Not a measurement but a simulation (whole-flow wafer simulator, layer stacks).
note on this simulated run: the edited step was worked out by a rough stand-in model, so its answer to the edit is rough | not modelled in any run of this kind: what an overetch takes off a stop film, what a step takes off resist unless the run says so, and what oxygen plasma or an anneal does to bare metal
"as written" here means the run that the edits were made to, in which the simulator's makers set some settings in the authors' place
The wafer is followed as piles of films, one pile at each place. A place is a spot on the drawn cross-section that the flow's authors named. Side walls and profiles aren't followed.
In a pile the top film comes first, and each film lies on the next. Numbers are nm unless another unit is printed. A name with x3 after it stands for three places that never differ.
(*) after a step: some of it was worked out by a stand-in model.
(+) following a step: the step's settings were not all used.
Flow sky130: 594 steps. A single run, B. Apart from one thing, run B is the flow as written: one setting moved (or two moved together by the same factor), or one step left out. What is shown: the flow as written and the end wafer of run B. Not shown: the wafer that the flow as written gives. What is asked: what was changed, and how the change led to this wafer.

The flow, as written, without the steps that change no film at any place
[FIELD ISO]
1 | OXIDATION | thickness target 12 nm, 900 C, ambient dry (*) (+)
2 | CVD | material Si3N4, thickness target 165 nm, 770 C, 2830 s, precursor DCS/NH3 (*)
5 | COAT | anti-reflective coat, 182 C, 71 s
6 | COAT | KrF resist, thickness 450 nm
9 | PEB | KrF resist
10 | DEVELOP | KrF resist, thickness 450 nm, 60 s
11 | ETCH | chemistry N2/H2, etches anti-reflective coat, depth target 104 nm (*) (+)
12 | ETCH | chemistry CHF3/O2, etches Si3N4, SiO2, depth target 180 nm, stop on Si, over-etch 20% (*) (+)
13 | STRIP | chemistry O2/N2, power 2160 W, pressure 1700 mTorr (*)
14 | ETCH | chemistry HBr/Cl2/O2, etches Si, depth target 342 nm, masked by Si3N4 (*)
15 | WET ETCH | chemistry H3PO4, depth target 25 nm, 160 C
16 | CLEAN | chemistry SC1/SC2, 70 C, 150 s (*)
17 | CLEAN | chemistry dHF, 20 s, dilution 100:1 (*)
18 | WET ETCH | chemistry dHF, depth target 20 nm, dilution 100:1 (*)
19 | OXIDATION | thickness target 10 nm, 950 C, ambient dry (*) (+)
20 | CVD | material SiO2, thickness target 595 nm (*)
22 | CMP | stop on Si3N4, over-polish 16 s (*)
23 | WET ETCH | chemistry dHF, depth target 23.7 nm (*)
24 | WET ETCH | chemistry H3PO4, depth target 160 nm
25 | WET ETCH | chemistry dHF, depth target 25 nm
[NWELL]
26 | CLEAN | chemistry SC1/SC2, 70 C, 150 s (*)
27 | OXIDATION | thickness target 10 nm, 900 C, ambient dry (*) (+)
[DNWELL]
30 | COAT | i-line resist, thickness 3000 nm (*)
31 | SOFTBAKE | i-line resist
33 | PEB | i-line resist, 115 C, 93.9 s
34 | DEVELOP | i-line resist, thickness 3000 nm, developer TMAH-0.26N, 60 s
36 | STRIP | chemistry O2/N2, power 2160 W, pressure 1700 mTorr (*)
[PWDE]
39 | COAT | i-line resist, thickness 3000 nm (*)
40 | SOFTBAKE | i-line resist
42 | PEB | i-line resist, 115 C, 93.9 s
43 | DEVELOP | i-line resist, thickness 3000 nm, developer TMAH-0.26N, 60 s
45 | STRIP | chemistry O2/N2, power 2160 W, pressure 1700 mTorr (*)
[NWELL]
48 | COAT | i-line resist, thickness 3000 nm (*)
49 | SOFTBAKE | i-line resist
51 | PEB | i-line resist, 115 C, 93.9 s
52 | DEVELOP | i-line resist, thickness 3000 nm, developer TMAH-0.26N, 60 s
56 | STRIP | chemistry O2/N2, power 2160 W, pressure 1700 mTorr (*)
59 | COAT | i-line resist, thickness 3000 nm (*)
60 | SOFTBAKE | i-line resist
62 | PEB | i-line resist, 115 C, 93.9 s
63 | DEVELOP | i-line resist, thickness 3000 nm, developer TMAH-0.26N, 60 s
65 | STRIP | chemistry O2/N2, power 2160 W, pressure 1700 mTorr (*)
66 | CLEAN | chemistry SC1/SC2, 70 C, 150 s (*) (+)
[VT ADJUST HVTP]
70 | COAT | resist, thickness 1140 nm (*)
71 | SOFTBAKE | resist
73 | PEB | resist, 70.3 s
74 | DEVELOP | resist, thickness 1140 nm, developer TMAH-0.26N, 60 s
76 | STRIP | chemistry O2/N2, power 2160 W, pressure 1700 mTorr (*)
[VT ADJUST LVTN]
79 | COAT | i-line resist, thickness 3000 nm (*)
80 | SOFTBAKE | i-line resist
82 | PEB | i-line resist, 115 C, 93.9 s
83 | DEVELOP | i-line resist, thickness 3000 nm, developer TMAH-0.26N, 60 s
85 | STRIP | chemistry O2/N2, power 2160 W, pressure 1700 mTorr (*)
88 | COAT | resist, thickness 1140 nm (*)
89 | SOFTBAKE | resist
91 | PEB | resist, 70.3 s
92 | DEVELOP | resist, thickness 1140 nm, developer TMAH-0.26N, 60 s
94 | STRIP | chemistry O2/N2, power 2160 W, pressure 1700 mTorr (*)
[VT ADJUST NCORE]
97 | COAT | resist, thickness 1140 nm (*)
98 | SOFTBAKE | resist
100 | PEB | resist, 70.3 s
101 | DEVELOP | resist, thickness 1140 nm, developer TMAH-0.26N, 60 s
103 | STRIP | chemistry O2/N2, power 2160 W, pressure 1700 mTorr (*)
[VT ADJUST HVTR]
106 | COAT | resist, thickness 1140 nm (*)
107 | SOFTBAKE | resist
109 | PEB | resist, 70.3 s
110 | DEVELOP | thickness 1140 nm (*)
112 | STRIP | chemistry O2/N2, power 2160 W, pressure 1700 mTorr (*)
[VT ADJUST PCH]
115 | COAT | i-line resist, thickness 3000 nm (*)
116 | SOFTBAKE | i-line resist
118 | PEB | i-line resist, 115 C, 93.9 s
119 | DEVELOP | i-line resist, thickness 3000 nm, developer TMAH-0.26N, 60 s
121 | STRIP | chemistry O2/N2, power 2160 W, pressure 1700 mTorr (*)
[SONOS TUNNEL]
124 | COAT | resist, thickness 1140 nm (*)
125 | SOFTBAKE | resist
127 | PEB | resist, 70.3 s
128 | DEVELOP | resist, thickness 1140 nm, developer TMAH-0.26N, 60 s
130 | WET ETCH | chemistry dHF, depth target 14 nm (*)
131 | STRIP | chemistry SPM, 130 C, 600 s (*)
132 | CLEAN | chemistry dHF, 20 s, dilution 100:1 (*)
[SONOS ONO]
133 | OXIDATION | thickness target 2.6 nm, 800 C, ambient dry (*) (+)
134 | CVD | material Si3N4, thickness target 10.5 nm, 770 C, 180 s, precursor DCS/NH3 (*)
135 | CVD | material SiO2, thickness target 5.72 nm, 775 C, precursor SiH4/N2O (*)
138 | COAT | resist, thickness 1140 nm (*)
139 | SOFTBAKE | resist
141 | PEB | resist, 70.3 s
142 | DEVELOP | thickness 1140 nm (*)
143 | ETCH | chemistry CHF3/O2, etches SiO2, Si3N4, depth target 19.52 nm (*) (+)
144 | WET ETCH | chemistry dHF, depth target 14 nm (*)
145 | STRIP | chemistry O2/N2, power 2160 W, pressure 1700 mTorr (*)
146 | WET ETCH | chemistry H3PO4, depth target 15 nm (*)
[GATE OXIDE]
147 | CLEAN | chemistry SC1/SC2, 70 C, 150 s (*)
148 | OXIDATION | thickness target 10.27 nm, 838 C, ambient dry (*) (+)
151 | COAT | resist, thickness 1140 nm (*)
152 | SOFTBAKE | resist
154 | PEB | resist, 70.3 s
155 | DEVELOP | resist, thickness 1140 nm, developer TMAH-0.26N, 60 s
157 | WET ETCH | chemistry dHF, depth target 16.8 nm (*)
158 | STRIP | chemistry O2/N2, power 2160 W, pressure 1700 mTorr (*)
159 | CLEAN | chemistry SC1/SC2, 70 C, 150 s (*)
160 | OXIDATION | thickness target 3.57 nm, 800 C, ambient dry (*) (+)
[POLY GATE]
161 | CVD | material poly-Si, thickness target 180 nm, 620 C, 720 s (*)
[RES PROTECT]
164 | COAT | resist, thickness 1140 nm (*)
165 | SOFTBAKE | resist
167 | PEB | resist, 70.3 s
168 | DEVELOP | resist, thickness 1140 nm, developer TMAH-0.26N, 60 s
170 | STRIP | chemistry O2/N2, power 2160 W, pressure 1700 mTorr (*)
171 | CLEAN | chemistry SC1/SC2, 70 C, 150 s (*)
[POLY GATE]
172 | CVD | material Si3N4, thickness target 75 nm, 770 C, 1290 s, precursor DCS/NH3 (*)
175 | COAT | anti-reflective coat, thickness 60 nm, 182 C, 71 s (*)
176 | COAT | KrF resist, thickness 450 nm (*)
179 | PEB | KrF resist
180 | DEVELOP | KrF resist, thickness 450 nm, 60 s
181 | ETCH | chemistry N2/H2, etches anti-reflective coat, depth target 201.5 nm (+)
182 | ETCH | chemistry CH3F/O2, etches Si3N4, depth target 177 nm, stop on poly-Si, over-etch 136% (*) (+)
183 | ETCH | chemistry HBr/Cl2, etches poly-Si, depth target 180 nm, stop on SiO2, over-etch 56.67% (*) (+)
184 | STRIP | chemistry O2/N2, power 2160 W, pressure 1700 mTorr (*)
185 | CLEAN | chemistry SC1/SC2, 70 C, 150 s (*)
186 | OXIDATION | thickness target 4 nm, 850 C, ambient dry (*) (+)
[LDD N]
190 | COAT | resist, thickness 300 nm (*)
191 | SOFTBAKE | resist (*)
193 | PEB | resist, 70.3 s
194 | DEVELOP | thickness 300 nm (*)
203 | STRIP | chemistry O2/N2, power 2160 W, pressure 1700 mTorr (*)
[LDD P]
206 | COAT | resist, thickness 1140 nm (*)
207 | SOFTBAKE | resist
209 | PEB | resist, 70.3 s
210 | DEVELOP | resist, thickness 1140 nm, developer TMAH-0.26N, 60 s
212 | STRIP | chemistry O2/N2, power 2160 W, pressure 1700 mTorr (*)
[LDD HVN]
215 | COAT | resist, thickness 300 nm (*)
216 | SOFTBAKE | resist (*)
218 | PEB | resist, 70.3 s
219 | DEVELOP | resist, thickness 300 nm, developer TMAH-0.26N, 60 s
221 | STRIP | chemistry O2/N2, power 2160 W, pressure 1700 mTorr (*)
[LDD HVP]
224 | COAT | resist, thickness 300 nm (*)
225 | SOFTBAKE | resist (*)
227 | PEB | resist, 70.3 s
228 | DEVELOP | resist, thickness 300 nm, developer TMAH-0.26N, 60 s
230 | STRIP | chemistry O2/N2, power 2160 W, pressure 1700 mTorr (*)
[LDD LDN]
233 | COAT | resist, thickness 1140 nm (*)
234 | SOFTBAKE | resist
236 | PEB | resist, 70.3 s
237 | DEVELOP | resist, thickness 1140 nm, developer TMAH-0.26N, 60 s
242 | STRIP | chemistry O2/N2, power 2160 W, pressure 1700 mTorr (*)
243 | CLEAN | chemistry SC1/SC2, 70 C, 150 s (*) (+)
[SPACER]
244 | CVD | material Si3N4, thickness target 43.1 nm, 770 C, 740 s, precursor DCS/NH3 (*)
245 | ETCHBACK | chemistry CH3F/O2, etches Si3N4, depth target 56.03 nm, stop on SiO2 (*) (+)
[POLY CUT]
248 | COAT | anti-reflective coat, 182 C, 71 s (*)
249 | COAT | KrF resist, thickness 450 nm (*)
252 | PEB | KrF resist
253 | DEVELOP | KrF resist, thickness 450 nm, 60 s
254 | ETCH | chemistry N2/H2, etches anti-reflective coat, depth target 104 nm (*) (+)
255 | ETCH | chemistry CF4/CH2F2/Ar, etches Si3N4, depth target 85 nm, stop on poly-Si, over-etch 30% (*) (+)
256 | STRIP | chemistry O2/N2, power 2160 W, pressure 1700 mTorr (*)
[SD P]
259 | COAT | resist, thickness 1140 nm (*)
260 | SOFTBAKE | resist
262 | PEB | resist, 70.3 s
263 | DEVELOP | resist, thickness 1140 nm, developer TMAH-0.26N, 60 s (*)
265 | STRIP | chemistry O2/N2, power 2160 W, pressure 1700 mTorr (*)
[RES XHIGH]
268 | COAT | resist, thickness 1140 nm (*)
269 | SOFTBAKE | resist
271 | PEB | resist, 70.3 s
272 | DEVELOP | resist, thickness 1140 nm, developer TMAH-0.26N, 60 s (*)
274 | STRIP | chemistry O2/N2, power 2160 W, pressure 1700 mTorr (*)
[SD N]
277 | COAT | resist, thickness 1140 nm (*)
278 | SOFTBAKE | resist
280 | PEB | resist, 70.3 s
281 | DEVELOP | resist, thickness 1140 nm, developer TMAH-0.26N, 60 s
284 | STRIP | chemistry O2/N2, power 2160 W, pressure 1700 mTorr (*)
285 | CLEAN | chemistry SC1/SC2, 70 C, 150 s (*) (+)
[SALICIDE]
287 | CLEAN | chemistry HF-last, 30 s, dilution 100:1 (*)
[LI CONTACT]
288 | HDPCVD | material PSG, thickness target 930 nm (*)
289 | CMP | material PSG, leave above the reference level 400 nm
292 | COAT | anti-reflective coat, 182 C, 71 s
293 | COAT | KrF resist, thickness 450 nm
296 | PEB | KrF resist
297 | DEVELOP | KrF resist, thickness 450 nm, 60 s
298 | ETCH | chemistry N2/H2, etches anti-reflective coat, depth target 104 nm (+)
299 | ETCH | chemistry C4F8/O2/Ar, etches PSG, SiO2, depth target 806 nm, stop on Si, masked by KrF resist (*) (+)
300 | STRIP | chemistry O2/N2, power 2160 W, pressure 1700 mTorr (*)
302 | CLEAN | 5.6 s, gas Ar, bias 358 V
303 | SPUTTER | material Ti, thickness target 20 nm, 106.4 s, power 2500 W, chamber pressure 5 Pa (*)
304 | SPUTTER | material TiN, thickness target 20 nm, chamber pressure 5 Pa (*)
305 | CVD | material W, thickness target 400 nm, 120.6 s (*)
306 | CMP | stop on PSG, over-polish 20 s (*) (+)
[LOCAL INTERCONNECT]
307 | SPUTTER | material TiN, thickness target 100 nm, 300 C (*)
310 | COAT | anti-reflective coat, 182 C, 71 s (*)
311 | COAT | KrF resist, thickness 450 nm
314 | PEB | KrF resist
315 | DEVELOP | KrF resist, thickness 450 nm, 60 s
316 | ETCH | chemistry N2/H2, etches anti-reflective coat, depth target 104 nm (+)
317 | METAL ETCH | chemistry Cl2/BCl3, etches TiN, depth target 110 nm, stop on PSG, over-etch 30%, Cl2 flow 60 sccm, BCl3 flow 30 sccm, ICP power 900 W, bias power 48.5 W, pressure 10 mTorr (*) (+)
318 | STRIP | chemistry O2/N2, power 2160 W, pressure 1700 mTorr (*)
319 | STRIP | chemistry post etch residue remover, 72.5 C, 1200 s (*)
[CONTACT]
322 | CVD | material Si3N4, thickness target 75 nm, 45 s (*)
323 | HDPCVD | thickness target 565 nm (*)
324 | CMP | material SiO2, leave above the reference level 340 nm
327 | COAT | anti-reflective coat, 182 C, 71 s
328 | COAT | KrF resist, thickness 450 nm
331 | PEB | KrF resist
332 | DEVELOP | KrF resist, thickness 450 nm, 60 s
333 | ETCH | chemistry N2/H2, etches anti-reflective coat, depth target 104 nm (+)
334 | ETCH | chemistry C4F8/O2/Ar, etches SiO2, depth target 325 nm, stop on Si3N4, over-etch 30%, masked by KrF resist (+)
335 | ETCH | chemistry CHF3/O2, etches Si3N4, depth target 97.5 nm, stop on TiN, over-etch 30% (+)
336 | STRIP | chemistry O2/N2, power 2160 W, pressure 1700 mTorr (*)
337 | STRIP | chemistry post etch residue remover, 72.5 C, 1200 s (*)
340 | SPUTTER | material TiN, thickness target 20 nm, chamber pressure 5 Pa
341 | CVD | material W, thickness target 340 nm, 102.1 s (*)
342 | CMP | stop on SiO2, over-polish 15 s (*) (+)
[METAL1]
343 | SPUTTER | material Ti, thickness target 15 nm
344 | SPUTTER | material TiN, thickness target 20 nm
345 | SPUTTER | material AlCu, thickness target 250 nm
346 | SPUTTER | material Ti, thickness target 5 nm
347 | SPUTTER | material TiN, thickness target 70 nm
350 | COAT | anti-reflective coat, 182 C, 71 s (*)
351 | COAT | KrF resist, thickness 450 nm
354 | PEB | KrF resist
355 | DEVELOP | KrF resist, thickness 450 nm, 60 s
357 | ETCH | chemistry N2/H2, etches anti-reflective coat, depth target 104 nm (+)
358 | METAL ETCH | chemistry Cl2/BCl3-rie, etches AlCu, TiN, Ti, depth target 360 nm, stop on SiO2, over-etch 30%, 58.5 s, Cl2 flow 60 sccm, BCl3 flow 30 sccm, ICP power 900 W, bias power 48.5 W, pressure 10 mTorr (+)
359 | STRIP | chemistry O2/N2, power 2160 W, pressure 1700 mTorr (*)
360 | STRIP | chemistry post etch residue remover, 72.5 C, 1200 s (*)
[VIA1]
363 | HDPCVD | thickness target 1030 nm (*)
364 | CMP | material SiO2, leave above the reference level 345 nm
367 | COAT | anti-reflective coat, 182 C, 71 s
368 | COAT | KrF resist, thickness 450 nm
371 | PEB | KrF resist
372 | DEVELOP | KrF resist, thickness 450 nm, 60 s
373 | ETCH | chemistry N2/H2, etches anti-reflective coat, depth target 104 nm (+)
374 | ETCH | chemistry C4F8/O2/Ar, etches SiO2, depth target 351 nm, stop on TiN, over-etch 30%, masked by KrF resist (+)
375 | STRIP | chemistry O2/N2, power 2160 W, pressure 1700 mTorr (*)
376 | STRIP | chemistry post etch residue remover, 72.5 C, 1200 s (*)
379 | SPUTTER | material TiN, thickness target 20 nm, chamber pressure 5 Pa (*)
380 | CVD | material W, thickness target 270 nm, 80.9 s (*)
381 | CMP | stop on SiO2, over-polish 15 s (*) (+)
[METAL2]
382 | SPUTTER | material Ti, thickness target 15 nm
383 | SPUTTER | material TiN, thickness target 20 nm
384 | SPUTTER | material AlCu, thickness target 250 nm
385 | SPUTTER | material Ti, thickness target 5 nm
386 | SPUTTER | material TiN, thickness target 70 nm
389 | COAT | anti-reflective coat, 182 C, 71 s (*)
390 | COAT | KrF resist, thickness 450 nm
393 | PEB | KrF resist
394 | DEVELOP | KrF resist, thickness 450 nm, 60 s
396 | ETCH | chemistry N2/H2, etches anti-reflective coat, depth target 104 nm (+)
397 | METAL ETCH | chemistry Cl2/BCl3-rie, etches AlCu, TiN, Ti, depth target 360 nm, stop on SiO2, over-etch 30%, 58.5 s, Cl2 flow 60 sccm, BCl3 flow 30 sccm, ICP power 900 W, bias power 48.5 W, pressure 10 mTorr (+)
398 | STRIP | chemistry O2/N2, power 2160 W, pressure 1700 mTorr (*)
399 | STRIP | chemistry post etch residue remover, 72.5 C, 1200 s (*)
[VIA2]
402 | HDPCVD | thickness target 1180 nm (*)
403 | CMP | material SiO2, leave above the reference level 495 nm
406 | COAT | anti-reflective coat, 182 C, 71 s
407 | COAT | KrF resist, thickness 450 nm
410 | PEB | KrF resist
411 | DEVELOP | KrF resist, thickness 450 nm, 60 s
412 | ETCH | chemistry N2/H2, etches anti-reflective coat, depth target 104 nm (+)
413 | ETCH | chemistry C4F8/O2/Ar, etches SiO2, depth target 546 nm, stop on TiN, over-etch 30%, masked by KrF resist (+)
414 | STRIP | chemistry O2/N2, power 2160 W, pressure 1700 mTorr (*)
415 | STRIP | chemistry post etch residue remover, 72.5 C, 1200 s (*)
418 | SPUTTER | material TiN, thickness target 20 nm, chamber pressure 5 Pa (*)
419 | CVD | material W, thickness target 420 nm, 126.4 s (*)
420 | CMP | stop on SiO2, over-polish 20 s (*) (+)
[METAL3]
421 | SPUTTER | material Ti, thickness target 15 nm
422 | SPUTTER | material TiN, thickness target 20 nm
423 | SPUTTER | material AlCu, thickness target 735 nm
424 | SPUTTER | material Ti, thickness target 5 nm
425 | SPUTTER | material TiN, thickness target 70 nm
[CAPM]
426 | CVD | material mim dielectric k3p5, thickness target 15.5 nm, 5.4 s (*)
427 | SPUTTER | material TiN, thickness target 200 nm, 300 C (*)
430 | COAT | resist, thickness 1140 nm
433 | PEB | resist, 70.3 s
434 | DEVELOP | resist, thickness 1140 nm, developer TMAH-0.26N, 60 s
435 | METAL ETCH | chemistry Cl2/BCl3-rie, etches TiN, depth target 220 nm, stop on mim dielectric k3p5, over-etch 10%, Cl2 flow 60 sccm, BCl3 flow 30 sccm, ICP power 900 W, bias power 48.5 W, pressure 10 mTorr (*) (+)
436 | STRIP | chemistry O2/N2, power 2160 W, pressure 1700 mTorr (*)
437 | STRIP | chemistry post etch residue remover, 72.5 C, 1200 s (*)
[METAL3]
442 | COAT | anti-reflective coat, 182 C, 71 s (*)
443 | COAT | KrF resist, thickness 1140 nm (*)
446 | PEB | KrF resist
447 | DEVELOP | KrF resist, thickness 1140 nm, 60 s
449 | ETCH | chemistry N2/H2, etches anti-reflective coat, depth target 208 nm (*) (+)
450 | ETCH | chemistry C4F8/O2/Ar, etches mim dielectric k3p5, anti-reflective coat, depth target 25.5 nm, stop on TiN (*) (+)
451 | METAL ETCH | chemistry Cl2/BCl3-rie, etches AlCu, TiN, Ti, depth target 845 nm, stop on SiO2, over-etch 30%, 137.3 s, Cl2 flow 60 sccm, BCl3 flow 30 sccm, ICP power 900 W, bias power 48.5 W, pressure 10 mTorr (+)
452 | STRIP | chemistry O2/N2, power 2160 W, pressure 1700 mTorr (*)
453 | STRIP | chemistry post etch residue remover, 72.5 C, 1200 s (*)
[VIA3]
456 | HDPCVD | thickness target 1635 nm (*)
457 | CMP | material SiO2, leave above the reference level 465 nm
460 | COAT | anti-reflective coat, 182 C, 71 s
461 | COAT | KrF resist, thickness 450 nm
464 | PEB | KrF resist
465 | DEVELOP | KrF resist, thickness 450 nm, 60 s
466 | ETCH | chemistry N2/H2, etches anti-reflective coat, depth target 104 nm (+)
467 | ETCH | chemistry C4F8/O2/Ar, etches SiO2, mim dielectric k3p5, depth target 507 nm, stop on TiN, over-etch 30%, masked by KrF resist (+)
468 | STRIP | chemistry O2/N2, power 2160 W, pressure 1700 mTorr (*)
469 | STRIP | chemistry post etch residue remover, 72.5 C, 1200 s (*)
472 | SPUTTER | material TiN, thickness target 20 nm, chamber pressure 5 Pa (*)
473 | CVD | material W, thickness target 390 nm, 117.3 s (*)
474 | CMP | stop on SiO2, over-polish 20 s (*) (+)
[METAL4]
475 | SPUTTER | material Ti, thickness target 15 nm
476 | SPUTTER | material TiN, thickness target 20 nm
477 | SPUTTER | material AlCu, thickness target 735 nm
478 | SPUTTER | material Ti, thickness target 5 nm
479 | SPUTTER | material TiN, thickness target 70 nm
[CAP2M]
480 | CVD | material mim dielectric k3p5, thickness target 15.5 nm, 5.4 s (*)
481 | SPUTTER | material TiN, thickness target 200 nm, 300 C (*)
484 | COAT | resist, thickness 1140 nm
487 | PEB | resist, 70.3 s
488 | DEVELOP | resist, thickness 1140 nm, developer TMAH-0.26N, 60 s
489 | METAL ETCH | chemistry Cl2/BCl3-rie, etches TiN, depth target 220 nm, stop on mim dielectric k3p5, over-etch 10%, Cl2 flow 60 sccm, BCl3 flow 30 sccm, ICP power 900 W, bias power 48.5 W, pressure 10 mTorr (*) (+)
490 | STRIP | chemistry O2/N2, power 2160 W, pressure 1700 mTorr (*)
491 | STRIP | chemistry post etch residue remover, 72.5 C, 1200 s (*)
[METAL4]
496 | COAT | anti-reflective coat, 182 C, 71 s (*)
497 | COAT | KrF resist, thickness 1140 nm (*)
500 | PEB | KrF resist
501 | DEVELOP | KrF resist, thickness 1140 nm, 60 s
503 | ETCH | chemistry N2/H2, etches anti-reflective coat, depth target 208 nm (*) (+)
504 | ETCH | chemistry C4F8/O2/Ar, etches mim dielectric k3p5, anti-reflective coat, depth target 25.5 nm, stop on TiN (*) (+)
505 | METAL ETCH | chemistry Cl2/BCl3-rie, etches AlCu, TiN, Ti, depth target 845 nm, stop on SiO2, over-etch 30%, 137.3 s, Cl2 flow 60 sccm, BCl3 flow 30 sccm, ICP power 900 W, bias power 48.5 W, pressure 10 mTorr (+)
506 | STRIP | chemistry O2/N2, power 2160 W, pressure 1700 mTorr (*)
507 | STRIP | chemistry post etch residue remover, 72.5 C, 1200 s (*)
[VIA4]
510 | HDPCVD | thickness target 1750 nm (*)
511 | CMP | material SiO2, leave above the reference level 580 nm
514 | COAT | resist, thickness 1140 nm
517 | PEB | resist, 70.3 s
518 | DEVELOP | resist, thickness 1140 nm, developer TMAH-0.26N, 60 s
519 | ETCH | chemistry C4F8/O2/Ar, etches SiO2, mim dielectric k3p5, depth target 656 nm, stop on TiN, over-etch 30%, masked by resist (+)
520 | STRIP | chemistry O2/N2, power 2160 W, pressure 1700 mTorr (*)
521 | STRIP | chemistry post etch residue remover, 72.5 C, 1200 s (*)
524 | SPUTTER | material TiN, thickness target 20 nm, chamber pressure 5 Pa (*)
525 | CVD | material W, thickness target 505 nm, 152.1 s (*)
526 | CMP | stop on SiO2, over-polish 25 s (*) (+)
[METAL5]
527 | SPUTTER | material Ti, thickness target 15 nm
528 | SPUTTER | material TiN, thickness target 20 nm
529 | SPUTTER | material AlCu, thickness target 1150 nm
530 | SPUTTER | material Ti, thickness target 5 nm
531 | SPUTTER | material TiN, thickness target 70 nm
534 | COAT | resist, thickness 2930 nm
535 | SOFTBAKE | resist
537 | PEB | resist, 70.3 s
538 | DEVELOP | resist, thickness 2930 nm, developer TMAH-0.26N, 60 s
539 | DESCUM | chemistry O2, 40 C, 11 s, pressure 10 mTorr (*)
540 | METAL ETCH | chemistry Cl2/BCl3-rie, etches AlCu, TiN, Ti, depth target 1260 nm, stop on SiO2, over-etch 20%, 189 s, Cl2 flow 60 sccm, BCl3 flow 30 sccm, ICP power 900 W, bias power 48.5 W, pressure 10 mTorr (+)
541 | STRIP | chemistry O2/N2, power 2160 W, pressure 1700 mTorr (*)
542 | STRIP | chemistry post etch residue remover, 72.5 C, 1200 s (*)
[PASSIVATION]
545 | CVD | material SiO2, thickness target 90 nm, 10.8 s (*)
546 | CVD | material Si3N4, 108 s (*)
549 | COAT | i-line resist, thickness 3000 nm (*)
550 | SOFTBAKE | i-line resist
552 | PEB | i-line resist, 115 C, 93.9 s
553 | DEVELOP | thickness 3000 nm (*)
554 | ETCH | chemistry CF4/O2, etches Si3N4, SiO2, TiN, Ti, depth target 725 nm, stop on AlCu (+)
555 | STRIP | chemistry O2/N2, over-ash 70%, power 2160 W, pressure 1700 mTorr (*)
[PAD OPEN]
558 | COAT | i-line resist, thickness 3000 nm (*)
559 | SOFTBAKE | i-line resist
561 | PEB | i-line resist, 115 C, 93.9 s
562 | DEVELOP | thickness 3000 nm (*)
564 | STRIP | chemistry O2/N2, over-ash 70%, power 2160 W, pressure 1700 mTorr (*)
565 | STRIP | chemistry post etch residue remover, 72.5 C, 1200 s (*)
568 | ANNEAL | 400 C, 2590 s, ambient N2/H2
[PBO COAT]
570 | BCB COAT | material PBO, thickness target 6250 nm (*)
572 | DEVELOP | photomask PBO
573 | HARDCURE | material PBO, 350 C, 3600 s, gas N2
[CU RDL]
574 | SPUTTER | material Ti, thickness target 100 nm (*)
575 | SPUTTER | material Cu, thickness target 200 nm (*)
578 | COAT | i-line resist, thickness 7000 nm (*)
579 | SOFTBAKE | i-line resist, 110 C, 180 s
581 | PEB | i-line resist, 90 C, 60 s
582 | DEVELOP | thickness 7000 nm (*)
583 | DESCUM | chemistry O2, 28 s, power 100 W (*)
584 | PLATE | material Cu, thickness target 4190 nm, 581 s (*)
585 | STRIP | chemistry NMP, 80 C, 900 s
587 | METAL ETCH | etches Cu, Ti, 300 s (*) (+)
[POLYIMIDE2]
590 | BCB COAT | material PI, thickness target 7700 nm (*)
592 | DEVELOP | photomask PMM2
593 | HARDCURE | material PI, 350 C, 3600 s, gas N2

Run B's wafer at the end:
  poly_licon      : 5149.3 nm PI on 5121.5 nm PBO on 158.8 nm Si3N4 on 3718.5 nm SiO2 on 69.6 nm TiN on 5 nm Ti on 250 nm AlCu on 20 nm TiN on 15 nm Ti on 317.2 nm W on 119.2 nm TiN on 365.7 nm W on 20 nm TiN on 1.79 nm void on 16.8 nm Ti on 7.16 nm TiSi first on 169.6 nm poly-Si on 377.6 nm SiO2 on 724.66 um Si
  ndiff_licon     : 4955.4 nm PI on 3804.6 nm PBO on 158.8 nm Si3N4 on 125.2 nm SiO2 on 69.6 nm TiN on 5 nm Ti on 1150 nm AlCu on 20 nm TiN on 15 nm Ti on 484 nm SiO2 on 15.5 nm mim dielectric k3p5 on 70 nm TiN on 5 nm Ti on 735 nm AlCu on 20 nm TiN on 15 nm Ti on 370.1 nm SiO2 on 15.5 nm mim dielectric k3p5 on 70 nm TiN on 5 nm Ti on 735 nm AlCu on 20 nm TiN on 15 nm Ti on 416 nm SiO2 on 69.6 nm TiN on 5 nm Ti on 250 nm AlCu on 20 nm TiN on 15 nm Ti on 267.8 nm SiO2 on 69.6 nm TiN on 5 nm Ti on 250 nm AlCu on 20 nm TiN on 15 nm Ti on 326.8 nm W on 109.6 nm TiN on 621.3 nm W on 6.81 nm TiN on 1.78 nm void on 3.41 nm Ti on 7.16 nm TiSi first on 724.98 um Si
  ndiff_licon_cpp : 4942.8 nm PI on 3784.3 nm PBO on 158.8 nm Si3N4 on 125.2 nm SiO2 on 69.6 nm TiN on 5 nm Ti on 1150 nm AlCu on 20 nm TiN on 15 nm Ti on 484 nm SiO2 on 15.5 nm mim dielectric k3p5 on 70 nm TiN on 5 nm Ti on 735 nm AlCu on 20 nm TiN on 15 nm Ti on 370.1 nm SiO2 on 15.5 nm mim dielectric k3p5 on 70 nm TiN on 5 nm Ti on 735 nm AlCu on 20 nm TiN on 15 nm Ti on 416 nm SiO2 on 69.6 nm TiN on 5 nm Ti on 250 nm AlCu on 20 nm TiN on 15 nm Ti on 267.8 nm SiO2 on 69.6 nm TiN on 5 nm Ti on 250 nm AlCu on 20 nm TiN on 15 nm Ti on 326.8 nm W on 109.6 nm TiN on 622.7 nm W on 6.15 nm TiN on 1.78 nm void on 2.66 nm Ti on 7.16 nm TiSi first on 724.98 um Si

What caused this: step 303, SPUTTER: 111.7 s was run, whereas the flow has 106.4 s.

The path from the change to this, step by step:
  303 | SPUTTER | material Ti, thickness target 20 nm, 106.4 s, power 2500 W, chamber pressure 5 Pa (*)
      field, active, n_well and 185 more: +21 Ti (new film) (in the flow as written it would be: +20 Ti (new film))
  306 | CMP | stop on PSG, over-polish 20 s (*) (+)
      field, active, n_well and 184 more: -400 W (all of it), -20 TiN (all of it), -21 Ti (all of it), -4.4 PSG (in the flow as written it would be: -400 W (all of it), -20 TiN (all of it), -20 Ti (all of it), -4.4 PSG)
      poly_licon: -34.3 W (in the flow as written it would be: -33.3 W)
